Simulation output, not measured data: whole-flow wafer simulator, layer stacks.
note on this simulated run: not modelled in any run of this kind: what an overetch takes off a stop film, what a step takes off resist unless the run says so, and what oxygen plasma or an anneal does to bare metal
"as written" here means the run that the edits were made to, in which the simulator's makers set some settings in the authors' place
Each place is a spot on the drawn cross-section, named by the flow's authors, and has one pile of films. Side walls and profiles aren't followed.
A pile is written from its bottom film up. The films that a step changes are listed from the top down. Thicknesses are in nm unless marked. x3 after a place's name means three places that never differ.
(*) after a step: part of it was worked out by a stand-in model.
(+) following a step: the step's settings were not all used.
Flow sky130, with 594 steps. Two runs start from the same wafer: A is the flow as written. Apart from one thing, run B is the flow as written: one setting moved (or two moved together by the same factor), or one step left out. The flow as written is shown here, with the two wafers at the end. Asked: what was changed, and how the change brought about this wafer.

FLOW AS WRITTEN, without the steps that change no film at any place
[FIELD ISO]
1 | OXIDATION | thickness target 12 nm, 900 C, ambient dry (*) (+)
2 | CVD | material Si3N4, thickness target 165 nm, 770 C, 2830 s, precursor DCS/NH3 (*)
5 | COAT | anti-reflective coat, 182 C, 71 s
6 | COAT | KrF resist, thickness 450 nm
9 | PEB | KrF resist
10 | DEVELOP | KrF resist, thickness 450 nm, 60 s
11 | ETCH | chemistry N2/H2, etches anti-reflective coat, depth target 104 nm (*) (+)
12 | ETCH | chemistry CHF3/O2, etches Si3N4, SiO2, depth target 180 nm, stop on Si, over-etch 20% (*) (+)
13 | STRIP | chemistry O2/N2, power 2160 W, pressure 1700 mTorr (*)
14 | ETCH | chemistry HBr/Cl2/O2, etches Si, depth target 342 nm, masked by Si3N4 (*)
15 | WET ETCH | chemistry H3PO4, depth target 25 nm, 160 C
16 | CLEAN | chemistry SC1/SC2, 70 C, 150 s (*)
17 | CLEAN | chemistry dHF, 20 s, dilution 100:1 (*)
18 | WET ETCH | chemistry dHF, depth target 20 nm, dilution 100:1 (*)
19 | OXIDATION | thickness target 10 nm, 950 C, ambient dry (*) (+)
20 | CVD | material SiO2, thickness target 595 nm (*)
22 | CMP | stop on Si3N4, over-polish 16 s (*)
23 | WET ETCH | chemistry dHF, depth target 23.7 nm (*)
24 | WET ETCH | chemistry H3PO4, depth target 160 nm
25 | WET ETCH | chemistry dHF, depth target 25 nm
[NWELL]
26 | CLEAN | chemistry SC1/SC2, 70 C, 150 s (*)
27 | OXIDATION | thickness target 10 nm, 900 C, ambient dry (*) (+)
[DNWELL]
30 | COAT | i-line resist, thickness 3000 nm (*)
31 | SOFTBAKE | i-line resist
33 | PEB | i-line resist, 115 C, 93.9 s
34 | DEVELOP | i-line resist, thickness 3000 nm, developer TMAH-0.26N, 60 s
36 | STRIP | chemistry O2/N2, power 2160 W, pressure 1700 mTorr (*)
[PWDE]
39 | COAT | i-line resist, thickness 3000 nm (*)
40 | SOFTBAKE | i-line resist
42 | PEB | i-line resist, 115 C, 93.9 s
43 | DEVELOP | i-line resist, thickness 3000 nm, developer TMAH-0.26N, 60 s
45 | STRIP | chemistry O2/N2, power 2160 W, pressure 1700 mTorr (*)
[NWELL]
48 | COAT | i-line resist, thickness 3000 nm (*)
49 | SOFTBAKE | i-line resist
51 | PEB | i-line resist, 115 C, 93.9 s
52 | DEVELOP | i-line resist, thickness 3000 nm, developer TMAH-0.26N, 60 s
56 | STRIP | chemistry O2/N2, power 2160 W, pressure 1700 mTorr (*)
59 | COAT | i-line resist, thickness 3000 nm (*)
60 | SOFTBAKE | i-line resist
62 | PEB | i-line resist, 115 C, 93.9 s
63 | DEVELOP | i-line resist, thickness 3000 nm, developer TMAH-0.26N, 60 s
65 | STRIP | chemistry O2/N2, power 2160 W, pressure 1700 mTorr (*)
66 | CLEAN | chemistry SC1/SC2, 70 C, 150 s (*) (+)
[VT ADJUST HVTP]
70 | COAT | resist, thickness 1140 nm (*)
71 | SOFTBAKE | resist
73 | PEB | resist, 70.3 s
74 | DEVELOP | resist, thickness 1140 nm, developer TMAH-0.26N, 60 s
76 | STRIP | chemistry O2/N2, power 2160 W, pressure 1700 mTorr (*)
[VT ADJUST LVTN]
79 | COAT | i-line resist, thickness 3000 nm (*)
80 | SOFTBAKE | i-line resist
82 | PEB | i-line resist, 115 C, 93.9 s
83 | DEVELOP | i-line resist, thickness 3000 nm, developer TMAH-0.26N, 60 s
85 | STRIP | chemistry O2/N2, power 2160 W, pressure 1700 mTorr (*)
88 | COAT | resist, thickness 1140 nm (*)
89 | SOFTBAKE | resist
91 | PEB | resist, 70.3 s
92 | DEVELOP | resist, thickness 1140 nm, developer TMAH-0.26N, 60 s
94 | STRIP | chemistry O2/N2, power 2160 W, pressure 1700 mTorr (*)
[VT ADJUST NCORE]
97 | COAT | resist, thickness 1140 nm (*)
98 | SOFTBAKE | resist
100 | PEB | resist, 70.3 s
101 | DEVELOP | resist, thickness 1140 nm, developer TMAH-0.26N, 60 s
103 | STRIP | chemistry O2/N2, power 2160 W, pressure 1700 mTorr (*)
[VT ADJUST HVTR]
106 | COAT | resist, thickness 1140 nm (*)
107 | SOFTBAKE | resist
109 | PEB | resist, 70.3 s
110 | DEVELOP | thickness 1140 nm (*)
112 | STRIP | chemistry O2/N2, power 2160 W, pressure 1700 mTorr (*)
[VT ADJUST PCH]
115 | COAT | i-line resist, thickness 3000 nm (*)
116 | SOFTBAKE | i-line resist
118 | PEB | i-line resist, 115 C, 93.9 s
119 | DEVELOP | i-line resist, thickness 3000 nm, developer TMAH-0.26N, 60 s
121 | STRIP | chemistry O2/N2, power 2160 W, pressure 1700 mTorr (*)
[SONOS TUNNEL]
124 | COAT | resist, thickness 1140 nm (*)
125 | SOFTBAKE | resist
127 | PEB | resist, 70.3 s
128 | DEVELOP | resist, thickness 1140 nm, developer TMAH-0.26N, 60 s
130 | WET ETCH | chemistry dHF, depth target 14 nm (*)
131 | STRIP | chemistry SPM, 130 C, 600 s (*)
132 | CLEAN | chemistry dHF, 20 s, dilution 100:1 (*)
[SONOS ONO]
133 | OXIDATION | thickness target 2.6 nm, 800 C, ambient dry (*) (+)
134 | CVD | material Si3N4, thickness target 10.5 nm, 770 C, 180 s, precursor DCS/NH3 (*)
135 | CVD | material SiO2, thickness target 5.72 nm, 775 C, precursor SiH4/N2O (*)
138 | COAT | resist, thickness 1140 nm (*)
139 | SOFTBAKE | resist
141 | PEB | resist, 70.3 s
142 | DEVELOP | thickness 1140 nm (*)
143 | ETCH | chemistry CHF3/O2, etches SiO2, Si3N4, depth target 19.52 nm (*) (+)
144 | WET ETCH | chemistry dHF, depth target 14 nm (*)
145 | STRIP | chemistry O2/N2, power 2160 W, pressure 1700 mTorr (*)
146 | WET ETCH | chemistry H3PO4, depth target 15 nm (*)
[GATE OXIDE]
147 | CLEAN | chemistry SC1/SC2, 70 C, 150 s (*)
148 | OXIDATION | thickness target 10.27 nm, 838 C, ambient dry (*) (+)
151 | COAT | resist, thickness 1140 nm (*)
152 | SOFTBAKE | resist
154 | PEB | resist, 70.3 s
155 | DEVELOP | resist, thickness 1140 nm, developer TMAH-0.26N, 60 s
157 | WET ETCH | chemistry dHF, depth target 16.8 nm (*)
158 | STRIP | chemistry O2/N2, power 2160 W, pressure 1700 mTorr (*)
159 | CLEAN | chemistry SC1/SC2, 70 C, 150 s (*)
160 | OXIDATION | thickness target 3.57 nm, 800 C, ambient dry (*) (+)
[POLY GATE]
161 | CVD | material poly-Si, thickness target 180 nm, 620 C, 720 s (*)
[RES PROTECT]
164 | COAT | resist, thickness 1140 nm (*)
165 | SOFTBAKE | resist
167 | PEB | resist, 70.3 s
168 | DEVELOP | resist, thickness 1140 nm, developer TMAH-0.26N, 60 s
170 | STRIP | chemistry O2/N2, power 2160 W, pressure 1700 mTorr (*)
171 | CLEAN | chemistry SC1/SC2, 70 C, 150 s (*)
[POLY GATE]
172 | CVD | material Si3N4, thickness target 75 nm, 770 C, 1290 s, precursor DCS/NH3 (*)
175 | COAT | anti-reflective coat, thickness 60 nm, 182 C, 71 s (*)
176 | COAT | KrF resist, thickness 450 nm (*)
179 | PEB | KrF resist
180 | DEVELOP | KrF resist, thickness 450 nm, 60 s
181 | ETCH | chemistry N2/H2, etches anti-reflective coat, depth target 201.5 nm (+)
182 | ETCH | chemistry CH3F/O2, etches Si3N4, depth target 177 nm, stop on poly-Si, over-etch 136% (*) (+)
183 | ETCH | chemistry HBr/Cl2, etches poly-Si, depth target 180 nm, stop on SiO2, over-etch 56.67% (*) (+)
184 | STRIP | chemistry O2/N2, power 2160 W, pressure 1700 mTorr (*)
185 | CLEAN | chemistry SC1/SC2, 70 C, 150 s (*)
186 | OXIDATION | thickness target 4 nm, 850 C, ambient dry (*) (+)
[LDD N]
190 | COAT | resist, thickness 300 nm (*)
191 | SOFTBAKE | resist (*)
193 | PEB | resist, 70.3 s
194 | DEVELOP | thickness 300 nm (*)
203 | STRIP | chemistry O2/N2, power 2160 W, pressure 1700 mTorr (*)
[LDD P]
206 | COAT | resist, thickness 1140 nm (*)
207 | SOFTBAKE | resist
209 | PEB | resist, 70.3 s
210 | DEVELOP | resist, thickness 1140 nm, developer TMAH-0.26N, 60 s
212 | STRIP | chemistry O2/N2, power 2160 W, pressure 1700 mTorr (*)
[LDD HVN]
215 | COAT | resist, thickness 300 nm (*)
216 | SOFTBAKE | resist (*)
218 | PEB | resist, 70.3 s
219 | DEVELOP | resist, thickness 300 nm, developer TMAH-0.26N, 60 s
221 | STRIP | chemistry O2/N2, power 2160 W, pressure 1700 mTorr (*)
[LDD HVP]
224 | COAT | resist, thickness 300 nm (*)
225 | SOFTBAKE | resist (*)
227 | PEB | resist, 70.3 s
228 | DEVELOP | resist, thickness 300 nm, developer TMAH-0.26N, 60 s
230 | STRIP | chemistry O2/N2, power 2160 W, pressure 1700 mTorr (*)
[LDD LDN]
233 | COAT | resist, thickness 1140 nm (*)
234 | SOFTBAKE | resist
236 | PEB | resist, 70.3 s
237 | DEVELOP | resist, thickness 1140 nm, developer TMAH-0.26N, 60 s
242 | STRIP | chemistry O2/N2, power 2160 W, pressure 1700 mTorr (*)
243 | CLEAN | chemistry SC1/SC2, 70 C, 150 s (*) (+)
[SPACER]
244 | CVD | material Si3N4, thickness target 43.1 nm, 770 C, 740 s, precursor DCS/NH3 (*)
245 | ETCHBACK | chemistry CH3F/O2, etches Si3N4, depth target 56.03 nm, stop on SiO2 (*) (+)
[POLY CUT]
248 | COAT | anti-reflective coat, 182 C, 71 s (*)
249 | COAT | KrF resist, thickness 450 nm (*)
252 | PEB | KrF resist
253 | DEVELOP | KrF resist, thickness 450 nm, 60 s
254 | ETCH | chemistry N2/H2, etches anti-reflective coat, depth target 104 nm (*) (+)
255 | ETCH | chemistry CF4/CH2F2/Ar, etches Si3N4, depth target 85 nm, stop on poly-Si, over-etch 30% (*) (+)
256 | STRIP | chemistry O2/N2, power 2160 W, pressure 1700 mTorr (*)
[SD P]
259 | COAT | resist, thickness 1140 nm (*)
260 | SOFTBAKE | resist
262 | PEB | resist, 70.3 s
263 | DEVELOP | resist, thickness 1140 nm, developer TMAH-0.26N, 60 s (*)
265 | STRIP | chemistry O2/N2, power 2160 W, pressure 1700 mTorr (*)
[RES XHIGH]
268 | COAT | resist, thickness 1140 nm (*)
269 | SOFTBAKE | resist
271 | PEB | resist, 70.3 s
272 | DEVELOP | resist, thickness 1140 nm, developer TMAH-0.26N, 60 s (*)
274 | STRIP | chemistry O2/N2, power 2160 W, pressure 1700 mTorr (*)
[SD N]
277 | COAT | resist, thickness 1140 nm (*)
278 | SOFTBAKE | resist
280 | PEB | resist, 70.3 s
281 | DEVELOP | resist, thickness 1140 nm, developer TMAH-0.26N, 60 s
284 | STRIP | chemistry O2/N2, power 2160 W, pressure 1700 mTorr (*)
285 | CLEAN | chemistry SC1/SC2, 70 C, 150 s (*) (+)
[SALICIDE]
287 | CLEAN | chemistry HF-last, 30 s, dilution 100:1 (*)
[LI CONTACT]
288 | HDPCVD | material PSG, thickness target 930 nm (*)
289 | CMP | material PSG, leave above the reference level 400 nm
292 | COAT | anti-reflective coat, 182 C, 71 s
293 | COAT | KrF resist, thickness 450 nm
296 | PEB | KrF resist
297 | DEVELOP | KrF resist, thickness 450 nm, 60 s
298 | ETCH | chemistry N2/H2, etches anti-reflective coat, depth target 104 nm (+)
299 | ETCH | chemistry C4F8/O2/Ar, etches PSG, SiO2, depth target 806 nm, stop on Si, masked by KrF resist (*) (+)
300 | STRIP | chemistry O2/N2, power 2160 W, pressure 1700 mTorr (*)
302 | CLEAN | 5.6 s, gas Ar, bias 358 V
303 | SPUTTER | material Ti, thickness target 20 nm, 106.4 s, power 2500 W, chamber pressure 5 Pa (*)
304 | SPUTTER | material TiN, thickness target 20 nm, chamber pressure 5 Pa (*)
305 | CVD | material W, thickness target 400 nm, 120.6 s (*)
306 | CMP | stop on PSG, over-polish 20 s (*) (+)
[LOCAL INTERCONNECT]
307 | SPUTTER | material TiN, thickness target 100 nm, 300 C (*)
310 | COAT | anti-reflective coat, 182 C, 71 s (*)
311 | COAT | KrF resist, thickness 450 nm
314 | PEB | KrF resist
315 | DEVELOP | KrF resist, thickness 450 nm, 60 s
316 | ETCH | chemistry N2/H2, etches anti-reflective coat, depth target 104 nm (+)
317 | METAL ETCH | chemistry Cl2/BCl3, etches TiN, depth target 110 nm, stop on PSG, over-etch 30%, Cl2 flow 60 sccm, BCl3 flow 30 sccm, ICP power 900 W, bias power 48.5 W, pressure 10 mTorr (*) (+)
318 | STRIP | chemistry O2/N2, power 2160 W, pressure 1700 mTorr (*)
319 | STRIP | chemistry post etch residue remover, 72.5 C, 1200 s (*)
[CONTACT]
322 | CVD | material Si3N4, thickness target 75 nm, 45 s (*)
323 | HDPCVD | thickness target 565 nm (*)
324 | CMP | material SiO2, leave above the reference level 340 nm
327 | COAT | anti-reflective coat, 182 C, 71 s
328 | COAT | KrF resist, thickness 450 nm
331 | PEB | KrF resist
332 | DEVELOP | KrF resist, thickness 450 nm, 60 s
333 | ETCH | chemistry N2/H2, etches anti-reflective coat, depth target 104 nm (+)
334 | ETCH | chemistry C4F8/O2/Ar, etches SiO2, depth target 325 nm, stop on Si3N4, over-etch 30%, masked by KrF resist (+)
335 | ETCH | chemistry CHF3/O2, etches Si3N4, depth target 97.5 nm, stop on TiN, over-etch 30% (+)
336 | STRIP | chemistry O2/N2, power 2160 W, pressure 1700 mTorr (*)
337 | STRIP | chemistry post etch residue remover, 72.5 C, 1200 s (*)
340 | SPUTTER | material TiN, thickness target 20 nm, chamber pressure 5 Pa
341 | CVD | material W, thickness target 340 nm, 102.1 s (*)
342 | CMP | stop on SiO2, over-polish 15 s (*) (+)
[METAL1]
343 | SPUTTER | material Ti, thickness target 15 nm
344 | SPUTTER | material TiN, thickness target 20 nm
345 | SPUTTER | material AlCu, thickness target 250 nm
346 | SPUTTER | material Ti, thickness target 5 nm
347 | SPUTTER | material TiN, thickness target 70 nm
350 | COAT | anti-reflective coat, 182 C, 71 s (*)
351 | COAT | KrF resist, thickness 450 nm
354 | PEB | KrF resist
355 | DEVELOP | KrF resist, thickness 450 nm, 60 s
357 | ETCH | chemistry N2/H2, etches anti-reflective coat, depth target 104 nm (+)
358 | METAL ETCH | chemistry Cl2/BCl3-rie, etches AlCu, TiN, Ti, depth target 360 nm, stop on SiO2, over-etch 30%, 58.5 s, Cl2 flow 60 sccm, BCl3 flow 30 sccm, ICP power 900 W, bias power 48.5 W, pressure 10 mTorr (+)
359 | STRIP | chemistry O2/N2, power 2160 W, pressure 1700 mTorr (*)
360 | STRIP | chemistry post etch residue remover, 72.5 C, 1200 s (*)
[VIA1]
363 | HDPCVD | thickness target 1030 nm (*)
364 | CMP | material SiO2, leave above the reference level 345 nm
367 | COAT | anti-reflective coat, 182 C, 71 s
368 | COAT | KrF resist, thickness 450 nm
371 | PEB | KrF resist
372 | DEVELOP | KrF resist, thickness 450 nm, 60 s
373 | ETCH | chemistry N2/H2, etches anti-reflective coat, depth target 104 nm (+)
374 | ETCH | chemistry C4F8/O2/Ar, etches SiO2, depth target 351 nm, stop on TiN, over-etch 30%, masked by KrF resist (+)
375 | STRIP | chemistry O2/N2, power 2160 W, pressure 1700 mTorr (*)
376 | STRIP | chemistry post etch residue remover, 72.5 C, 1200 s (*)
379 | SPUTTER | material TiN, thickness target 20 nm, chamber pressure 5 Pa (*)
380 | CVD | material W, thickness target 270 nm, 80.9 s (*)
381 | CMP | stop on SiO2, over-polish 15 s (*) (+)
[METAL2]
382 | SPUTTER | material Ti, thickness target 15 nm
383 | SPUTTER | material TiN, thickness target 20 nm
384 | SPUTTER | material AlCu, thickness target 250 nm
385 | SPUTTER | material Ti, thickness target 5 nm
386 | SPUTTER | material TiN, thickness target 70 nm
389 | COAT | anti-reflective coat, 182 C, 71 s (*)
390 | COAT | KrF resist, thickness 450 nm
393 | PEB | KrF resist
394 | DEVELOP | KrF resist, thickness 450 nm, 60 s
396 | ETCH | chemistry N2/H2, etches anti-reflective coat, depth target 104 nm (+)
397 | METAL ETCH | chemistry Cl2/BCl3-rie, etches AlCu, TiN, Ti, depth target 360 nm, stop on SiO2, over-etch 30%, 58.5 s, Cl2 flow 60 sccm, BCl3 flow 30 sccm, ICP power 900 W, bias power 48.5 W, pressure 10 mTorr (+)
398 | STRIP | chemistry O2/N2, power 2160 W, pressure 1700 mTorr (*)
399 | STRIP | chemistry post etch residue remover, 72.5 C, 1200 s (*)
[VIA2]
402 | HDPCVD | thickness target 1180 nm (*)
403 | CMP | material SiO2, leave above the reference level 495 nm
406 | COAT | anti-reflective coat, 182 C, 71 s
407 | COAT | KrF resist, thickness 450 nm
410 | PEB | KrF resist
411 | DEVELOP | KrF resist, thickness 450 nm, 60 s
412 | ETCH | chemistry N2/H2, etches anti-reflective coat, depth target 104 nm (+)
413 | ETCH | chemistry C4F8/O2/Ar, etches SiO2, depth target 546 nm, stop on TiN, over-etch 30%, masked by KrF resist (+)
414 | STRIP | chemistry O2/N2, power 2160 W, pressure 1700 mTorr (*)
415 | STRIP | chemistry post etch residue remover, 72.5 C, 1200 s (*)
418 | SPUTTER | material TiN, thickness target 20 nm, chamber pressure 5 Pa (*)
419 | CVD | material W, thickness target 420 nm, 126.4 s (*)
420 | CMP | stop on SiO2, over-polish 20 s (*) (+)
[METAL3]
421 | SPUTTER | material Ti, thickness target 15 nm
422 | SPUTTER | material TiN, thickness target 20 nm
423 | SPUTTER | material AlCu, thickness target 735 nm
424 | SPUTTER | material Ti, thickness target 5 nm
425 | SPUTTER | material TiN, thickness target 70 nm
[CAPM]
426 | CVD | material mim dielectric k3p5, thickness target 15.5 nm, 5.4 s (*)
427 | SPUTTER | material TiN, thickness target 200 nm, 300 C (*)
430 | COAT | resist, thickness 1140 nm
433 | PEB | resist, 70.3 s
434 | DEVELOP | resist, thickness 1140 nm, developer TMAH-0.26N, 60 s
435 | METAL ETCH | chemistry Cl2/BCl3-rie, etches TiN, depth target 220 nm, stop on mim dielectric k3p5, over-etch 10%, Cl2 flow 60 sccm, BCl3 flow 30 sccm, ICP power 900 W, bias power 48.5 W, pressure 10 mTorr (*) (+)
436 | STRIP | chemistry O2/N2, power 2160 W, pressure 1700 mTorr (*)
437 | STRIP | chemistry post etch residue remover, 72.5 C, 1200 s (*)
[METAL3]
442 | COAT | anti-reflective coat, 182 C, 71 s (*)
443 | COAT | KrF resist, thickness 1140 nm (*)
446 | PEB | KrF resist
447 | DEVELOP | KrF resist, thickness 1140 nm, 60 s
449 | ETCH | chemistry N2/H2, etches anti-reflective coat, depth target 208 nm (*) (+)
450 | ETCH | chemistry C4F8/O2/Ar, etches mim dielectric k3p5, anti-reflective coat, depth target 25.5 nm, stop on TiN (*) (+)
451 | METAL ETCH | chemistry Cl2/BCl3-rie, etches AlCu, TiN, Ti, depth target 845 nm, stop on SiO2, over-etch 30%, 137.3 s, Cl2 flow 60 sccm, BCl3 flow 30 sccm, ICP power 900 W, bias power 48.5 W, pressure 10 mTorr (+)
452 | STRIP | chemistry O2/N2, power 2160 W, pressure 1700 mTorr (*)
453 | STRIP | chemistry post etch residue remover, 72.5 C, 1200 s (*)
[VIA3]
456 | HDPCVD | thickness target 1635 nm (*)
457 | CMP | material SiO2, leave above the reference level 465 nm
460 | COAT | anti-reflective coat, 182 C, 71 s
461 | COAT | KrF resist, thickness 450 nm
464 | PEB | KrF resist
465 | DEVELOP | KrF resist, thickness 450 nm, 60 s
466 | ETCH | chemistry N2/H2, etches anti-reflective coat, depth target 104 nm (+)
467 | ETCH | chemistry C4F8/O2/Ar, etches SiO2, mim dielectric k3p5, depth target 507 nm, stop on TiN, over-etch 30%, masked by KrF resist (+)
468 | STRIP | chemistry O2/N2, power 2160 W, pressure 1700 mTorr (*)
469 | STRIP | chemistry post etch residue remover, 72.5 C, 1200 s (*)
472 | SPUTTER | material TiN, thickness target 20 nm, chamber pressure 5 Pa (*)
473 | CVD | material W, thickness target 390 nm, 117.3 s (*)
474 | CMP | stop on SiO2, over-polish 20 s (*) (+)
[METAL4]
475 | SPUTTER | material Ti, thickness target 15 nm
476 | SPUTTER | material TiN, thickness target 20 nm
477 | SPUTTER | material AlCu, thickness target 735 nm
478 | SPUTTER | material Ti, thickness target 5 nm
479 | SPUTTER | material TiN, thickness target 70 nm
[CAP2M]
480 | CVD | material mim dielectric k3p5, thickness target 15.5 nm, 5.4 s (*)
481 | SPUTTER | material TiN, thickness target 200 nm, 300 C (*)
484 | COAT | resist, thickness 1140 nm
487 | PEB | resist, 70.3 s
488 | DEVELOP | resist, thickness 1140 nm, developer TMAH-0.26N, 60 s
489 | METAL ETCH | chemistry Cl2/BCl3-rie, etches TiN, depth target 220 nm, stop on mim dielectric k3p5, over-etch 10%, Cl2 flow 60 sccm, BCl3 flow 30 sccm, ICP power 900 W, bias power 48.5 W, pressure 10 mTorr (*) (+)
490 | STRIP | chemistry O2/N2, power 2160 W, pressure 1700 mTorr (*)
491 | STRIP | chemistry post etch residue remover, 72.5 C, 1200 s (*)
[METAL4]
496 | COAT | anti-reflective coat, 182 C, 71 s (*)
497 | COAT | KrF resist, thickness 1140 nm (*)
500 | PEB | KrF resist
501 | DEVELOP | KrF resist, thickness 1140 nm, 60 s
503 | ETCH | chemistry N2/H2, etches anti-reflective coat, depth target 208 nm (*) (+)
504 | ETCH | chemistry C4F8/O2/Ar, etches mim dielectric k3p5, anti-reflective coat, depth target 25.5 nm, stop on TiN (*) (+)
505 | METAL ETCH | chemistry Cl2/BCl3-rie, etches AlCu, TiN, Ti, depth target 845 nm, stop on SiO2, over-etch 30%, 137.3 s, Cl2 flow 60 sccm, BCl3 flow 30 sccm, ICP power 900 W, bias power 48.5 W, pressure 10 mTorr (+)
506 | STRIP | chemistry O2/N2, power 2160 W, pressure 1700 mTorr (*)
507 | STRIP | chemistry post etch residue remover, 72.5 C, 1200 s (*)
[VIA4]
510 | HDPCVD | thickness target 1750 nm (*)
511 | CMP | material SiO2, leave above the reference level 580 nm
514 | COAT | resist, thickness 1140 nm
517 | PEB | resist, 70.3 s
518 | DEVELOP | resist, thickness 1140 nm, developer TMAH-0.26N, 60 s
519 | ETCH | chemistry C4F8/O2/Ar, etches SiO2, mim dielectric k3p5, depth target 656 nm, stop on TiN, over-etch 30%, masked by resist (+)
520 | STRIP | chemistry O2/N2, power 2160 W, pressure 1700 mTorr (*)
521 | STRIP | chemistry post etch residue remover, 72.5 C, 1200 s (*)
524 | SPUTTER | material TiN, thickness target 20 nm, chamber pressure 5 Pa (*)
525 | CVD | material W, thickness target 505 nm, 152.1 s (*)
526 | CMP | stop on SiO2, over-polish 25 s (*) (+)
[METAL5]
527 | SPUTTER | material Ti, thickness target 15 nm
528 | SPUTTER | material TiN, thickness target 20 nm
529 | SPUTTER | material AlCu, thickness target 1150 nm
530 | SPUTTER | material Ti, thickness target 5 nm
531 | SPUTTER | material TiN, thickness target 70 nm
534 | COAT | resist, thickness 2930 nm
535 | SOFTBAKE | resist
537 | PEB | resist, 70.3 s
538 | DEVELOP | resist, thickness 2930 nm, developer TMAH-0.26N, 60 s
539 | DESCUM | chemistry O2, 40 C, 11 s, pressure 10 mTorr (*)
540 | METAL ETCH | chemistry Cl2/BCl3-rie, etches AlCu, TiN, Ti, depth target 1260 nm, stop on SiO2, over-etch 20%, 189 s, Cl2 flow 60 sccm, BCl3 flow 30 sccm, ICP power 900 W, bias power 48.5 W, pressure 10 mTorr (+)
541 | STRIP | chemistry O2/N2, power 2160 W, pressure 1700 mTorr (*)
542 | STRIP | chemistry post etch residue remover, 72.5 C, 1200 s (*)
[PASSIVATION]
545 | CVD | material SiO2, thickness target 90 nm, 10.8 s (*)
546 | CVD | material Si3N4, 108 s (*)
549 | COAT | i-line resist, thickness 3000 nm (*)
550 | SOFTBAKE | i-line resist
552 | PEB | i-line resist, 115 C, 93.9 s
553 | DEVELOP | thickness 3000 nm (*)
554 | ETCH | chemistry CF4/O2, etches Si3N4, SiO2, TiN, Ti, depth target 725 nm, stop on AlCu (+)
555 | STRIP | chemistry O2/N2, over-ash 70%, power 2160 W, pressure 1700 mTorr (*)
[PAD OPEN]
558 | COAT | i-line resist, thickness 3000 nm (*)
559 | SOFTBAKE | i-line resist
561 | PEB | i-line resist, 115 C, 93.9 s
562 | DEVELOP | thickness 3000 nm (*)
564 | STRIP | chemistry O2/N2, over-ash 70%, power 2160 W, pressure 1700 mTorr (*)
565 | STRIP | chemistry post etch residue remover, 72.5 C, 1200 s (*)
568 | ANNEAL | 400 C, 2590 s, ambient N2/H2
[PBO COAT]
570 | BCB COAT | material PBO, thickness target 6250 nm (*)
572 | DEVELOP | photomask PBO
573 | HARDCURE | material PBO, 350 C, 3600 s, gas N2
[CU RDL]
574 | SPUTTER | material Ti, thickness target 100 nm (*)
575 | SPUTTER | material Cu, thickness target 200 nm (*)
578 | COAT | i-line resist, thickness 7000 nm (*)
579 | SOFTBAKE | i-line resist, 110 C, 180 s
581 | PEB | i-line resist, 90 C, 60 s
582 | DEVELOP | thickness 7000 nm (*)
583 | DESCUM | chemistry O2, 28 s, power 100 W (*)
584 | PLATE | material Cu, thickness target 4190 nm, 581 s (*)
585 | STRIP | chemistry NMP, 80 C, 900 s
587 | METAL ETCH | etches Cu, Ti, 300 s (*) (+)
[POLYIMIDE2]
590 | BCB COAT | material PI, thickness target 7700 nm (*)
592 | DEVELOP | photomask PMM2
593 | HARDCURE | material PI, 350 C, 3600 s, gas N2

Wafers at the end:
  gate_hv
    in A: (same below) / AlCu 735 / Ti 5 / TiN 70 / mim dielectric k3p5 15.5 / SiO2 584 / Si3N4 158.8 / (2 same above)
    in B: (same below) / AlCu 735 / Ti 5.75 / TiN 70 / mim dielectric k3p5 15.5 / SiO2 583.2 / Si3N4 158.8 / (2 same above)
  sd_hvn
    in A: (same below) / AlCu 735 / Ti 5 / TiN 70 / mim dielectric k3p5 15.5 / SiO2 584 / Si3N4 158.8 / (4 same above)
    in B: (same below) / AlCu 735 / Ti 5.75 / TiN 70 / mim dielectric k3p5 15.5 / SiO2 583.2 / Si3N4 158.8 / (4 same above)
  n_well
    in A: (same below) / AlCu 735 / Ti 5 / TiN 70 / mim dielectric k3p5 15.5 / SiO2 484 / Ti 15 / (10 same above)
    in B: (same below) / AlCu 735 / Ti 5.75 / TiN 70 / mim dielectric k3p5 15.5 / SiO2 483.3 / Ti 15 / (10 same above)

Cause: step 478, SPUTTER: thickness target 5.75 nm was run, though the flow has thickness target 5 nm.
The wafer itself shows it: gate_hv has Ti 5.75, and step 478 as written asks for 5 nm.

How this came from the change, step by step:
  478 | SPUTTER | material Ti, thickness target 5 nm
      field, active, n_well and 189 more: A Ti gains 5 (new film) | B Ti gains 5.75 (new film)
  505 | METAL ETCH | chemistry Cl2/BCl3-rie, etches AlCu, TiN, Ti, depth target 845 nm, stop on SiO2, over-etch 30%, 137.3 s, Cl2 flow 60 sccm, BCl3 flow 30 sccm, ICP power 900 W, bias power 48.5 W, pressure 10 mTorr (+)
      field, gate, spacer and 68 more: A TiN loses 70 (all of it), Ti loses 5 (all of it), AlCu loses 735 (all of it), TiN loses 20 (all of it), Ti loses 15 (all of it), SiO2 loses 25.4 | B TiN loses 70 (all of it), Ti loses 5.75 (all of it), AlCu loses 735 (all of it), TiN loses 20 (all of it), Ti loses 15 (all of it), SiO2 loses 25.3
      active, vpp_iso1, mim_edge_plate and 14 more: A TiN loses 70 (all of it), Ti loses 5 (all of it), AlCu loses 735 (all of it), TiN loses 20 (all of it), Ti loses 15 (all of it), SiO2 loses 25.3 | B TiN loses 70 (all of it), Ti loses 5.75 (all of it), AlCu loses 735 (all of it), TiN loses 20 (all of it), Ti loses 15 (all of it), SiO2 loses 25.3
